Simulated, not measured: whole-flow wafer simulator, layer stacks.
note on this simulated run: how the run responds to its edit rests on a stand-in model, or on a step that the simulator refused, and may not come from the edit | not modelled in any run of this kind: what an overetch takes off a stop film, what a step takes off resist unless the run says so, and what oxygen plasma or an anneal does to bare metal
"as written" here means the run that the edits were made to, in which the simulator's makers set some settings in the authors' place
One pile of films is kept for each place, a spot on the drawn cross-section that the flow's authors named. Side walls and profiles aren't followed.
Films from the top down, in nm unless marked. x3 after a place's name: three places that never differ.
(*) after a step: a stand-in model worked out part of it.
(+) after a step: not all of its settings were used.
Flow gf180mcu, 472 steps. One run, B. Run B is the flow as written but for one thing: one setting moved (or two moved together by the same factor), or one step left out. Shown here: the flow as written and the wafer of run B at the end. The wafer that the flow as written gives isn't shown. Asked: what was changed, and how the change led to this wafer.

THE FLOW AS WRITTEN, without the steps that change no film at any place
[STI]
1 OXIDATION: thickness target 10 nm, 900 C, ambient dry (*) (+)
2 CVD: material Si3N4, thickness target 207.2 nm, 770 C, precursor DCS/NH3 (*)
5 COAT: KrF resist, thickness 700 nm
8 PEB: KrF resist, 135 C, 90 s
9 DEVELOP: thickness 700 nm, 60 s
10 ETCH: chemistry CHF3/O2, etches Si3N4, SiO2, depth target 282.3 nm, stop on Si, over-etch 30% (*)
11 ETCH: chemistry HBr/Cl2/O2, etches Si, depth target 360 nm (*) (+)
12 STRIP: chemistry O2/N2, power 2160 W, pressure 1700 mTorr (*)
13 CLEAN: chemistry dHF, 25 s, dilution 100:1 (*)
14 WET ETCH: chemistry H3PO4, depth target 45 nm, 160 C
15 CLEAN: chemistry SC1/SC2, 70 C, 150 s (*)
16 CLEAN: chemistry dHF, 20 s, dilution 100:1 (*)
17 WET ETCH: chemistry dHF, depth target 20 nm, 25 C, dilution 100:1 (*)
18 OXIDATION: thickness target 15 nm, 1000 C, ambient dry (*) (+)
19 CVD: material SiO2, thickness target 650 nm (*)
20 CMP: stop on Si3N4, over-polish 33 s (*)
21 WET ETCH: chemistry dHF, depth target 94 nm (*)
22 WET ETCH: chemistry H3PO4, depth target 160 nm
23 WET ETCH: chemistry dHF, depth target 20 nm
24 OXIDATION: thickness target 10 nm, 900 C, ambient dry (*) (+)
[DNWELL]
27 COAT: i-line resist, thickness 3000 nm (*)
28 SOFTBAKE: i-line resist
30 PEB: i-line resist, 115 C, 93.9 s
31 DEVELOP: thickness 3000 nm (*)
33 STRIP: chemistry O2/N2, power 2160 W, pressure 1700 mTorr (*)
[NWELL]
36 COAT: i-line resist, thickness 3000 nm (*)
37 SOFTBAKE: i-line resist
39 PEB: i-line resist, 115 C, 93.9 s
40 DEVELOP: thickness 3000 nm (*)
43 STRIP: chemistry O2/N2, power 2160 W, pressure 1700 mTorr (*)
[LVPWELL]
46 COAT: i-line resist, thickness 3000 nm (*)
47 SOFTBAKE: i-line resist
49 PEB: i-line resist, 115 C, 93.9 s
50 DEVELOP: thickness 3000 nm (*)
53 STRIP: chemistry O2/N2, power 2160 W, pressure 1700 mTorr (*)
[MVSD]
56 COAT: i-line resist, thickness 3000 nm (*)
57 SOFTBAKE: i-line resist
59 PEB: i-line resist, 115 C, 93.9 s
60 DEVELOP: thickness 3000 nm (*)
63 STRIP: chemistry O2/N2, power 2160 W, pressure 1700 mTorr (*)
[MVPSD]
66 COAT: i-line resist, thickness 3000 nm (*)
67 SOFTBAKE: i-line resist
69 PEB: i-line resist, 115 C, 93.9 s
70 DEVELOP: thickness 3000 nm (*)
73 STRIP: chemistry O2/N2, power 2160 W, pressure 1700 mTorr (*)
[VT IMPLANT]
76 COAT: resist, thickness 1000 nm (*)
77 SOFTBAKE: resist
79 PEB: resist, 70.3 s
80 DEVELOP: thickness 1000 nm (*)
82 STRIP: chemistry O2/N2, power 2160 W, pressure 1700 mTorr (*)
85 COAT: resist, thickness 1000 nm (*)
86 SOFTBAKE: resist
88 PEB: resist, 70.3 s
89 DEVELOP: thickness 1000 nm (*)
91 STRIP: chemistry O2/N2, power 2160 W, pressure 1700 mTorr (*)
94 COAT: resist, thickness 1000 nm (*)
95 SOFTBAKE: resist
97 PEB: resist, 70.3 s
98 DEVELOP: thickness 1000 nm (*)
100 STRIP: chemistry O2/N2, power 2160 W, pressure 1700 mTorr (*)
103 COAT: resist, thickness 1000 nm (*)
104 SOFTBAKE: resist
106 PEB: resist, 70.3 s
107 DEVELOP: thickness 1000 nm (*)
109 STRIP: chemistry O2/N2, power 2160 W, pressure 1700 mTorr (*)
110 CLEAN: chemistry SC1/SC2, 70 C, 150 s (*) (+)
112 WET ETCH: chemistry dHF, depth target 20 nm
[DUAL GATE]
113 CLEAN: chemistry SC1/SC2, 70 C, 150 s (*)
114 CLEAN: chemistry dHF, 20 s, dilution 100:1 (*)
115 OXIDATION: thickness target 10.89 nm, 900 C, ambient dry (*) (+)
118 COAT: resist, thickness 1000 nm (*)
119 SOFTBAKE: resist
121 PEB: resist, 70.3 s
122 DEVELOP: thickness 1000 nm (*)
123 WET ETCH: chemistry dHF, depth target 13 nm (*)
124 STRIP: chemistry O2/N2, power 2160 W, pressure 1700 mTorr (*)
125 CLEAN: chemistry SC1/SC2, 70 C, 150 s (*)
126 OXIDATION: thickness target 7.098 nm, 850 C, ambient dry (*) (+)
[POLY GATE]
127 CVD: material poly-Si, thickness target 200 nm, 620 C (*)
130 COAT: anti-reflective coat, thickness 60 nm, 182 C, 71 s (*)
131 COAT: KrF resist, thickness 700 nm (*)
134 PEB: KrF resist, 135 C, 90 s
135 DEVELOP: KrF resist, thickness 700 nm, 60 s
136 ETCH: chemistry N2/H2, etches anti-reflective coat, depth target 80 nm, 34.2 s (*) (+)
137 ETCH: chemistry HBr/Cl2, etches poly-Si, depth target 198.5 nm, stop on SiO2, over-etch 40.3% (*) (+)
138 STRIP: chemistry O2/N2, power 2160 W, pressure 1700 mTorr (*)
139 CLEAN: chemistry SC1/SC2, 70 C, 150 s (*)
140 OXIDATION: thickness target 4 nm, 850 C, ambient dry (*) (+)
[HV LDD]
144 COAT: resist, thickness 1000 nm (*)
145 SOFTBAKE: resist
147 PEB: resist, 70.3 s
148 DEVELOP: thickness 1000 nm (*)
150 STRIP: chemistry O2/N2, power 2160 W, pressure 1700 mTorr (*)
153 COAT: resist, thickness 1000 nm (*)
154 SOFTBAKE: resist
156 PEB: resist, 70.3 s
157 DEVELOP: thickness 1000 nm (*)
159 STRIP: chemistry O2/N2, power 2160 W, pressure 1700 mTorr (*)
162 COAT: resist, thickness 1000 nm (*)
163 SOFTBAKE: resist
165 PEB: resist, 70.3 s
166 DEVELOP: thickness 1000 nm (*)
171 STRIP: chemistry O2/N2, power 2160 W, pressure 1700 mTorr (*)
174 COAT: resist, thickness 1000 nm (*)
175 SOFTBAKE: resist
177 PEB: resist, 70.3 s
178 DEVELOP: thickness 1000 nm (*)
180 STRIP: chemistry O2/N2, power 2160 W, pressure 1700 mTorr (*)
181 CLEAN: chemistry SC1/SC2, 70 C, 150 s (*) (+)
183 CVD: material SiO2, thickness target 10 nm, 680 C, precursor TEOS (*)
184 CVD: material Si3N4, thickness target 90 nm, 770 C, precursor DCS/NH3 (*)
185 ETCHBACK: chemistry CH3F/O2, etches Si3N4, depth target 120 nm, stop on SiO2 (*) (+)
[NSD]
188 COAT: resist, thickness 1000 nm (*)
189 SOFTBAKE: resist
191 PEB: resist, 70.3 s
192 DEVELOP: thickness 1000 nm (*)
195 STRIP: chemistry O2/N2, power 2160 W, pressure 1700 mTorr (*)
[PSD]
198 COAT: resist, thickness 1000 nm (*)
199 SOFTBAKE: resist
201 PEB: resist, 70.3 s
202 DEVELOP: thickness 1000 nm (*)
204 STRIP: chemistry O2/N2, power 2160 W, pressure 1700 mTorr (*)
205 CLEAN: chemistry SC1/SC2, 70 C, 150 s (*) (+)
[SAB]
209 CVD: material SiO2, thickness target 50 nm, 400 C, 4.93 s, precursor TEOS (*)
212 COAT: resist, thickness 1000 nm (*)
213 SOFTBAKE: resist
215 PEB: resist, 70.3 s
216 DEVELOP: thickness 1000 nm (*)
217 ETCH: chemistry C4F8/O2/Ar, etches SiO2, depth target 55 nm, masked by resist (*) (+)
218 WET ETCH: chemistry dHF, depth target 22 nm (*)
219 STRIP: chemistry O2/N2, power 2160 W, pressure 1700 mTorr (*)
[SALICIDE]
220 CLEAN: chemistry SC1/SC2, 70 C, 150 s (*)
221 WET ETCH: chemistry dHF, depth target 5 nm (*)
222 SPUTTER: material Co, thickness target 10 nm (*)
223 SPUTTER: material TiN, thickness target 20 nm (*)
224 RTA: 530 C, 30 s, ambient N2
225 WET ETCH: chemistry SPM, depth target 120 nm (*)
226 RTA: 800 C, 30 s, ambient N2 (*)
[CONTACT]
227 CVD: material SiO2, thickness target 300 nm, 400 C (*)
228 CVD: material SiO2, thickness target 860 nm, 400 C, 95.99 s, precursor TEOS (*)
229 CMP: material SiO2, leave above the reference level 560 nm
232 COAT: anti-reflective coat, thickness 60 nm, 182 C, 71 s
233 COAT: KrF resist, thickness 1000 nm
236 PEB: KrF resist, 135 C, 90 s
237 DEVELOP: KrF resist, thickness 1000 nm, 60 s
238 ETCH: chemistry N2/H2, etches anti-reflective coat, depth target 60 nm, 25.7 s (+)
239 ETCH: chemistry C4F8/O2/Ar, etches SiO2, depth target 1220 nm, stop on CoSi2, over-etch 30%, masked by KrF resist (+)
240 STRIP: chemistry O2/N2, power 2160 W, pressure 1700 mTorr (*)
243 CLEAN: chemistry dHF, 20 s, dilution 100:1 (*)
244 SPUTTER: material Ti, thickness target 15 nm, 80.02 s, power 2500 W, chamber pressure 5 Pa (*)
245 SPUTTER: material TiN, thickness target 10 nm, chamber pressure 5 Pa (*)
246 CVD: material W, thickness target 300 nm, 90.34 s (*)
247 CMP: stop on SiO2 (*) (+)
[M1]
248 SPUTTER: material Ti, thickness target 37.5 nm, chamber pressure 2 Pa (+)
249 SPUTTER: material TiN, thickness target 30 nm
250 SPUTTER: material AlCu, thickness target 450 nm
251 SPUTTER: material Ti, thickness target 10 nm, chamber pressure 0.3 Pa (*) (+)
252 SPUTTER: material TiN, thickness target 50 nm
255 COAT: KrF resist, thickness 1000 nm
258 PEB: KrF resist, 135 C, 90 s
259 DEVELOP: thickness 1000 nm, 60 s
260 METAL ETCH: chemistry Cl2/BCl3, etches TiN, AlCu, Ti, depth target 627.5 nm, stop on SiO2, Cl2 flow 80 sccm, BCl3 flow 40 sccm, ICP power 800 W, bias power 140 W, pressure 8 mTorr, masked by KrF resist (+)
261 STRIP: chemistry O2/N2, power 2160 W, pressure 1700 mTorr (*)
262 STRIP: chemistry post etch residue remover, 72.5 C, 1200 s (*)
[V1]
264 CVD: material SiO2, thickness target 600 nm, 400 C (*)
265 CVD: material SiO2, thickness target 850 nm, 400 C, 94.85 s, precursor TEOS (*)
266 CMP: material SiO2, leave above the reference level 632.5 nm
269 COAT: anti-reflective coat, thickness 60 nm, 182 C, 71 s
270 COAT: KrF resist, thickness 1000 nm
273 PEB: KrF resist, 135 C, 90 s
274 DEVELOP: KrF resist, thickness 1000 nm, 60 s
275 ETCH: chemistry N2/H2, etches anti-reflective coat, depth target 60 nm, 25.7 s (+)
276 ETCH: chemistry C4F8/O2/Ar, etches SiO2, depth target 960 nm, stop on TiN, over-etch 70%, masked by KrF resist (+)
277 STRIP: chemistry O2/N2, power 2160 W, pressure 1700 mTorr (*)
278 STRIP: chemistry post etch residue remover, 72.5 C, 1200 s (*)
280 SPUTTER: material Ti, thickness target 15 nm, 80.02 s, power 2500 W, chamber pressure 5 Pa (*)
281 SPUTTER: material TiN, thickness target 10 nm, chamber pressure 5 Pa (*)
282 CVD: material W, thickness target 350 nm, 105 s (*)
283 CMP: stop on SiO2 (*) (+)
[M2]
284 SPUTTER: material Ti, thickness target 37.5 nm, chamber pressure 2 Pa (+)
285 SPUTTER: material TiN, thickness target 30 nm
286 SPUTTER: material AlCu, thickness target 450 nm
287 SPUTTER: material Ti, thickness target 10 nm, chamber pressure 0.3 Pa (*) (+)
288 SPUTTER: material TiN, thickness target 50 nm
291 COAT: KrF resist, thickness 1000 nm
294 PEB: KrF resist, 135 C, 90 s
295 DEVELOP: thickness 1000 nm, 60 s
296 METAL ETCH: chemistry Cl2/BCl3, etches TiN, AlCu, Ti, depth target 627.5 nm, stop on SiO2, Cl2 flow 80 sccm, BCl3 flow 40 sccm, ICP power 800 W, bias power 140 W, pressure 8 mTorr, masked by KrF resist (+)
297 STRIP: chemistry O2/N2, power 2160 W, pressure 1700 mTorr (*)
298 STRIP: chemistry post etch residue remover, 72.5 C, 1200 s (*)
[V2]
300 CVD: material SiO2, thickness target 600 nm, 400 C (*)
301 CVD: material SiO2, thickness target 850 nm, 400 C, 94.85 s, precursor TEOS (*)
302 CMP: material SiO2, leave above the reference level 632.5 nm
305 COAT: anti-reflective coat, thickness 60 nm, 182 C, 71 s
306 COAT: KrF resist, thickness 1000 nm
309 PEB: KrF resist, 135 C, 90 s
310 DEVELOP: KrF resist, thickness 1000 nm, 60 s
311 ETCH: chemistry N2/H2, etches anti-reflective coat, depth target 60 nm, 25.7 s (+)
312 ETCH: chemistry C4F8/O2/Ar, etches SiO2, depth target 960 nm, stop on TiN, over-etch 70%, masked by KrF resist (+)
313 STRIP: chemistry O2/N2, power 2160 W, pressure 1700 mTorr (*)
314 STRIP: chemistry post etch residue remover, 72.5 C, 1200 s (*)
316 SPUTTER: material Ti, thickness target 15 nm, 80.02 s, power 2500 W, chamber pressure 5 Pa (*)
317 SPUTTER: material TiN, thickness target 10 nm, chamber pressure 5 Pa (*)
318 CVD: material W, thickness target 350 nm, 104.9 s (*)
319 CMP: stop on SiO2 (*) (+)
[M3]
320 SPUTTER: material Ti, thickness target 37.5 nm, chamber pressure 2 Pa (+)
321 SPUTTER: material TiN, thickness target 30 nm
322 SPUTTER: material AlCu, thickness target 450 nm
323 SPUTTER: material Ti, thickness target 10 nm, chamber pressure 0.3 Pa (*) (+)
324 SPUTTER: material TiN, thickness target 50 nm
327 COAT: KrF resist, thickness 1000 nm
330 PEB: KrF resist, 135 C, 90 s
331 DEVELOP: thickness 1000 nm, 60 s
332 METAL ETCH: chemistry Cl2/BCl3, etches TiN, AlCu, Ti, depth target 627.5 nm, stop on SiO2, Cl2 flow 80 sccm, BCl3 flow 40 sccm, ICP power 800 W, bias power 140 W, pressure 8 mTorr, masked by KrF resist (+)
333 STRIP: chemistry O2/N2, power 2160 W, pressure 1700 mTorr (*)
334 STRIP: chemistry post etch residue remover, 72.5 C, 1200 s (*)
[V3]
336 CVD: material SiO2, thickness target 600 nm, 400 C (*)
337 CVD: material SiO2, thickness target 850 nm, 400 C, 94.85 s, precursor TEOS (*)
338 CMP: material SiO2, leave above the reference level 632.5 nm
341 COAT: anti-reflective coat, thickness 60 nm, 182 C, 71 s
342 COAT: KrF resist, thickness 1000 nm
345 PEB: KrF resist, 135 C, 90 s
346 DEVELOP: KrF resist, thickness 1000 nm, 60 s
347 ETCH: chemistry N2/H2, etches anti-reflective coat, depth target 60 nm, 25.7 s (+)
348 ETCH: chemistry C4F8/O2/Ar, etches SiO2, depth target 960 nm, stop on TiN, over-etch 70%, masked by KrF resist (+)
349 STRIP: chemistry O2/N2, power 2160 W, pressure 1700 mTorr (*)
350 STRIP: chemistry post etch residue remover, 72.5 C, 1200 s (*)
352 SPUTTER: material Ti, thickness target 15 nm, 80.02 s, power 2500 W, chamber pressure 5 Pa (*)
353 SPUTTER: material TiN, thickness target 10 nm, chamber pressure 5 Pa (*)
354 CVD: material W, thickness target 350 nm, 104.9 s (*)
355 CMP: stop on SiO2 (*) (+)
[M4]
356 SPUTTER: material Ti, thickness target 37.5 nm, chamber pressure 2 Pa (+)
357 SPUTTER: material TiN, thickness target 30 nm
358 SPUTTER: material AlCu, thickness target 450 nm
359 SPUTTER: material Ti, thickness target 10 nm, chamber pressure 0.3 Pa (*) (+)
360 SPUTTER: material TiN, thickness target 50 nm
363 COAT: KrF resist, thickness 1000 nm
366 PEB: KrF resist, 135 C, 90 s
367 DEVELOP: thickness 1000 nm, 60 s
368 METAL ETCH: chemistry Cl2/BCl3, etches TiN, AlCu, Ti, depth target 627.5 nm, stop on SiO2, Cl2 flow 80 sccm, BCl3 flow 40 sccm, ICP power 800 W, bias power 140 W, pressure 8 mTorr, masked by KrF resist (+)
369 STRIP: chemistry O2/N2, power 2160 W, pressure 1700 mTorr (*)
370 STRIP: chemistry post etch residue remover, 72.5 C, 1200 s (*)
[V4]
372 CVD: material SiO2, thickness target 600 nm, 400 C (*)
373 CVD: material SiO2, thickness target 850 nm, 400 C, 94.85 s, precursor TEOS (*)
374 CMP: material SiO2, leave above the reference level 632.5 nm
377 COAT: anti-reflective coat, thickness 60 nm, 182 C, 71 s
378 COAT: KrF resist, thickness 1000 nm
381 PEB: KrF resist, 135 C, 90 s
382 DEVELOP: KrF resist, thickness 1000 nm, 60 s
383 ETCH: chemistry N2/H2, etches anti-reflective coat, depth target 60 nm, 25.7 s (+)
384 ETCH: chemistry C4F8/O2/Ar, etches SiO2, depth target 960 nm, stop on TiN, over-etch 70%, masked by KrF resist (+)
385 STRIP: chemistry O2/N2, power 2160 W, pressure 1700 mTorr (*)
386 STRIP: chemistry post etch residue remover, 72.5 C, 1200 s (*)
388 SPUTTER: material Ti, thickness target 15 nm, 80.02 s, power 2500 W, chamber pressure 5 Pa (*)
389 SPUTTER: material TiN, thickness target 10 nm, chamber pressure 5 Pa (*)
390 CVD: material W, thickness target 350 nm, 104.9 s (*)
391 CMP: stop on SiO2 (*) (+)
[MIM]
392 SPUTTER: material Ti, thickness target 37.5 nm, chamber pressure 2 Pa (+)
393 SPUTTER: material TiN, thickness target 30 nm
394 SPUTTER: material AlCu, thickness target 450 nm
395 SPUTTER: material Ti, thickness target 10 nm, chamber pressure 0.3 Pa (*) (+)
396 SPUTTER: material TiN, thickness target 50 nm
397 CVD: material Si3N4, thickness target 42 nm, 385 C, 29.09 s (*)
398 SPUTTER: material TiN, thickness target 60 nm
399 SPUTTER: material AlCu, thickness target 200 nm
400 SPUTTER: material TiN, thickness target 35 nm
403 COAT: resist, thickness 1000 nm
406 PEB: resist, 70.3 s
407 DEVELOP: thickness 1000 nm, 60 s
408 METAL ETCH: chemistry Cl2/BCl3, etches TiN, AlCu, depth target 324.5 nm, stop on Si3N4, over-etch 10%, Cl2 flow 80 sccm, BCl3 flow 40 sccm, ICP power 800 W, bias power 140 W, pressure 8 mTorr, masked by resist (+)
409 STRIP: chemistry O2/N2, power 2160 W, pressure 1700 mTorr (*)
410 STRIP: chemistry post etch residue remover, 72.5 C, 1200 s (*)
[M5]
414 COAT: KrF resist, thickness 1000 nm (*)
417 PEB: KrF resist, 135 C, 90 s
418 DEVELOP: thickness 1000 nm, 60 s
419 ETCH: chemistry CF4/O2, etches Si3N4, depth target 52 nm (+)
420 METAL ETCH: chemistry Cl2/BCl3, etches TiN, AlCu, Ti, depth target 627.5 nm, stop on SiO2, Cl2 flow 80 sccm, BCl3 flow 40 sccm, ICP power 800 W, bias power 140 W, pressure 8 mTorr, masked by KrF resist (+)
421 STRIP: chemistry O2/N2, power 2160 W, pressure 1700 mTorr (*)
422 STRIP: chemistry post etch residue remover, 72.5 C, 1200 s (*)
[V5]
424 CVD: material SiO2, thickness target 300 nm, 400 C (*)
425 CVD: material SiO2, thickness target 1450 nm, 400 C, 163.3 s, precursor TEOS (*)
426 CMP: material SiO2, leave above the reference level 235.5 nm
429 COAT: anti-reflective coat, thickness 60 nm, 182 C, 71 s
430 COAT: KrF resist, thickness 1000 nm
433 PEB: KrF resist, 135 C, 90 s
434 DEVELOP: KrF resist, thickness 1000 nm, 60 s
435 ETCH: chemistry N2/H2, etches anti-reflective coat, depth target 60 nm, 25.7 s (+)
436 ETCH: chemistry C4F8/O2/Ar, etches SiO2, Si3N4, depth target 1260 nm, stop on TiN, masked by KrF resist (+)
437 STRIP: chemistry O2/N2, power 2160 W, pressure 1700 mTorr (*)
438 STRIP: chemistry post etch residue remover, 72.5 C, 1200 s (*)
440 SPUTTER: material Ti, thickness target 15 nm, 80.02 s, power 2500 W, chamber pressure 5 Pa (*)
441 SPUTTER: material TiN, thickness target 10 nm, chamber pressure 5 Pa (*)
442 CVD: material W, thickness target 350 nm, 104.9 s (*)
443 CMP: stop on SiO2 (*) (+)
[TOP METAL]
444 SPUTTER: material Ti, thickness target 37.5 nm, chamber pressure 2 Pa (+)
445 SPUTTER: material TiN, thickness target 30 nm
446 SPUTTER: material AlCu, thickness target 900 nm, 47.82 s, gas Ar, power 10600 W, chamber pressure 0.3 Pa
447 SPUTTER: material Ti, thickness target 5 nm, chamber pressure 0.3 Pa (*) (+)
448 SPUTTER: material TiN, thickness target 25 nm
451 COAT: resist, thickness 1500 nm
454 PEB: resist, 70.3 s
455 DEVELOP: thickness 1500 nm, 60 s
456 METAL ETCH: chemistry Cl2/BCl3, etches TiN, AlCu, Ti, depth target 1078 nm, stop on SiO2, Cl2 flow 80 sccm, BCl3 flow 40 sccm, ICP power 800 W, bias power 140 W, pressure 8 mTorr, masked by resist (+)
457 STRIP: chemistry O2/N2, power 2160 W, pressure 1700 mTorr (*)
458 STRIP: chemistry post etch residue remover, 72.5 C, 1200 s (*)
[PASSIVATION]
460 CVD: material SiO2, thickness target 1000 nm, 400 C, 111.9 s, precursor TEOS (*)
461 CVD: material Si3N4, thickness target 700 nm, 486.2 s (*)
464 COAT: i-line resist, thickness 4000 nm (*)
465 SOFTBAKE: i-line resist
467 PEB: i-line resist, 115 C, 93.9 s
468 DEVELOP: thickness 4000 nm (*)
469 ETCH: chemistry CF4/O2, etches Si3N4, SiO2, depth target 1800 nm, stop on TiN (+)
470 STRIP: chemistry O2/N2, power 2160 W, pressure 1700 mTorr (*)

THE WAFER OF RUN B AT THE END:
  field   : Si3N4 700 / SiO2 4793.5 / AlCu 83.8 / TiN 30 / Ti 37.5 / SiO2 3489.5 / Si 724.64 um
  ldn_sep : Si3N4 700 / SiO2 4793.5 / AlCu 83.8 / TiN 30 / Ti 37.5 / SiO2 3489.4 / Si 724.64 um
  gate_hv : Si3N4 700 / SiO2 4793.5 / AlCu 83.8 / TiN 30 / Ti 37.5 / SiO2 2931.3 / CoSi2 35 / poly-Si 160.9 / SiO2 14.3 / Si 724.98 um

The cause: step 322, SPUTTER: thickness target 657 nm was run, where the flow has thickness target 450 nm.

How the change led to this, step by step:
  322 SPUTTER: material AlCu, thickness target 450 nm
      field, field__w1, field__w2 and 108 more: AlCu +657 (new film) (as written it would be: AlCu +450 (new film))
  332 METAL ETCH: chemistry Cl2/BCl3, etches TiN, AlCu, Ti, depth target 627.5 nm, stop on SiO2, Cl2 flow 80 sccm, BCl3 flow 40 sccm, ICP power 800 W, bias power 140 W, pressure 8 mTorr, masked by KrF resist (+)
      field, field__w1, field__w2 and 103 more: TiN -50 (all of it), Ti -10 (all of it), AlCu -567.5 (as written it would be: TiN -50 (all of it), Ti -10 (all of it), AlCu -450 (all of it), TiN -30 (all of it), Ti -37.5 (all of it))
  334 STRIP: chemistry post etch residue remover, 72.5 C, 1200 s (*)
      field, field__w1, field__w2 and 103 more: AlCu -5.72 (as written it would be: nothing)
  336 CVD: material SiO2, thickness target 600 nm, 400 C (*)
      field, field__w1, field__w2 and 103 more: SiO2 +600 (new film) (as written it would be: SiO2 +600)
  338 CMP: material SiO2, leave above the reference level 632.5 nm
      field, field__w1, field__w2 and 103 more: SiO2 -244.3 (as written it would be: SiO2 -300)
Counting metal films that touch as one body, field has 1 body; the flow as written gives 0 bodies.
Counting metal films that touch as one body, ldn_sep has 1 body; the flow as written gives 0 bodies.
Counting metal films that touch as one body, gate_hv has 2 bodies (between them, from the top down: SiO2 2931.3); the flow as written gives 1 body.
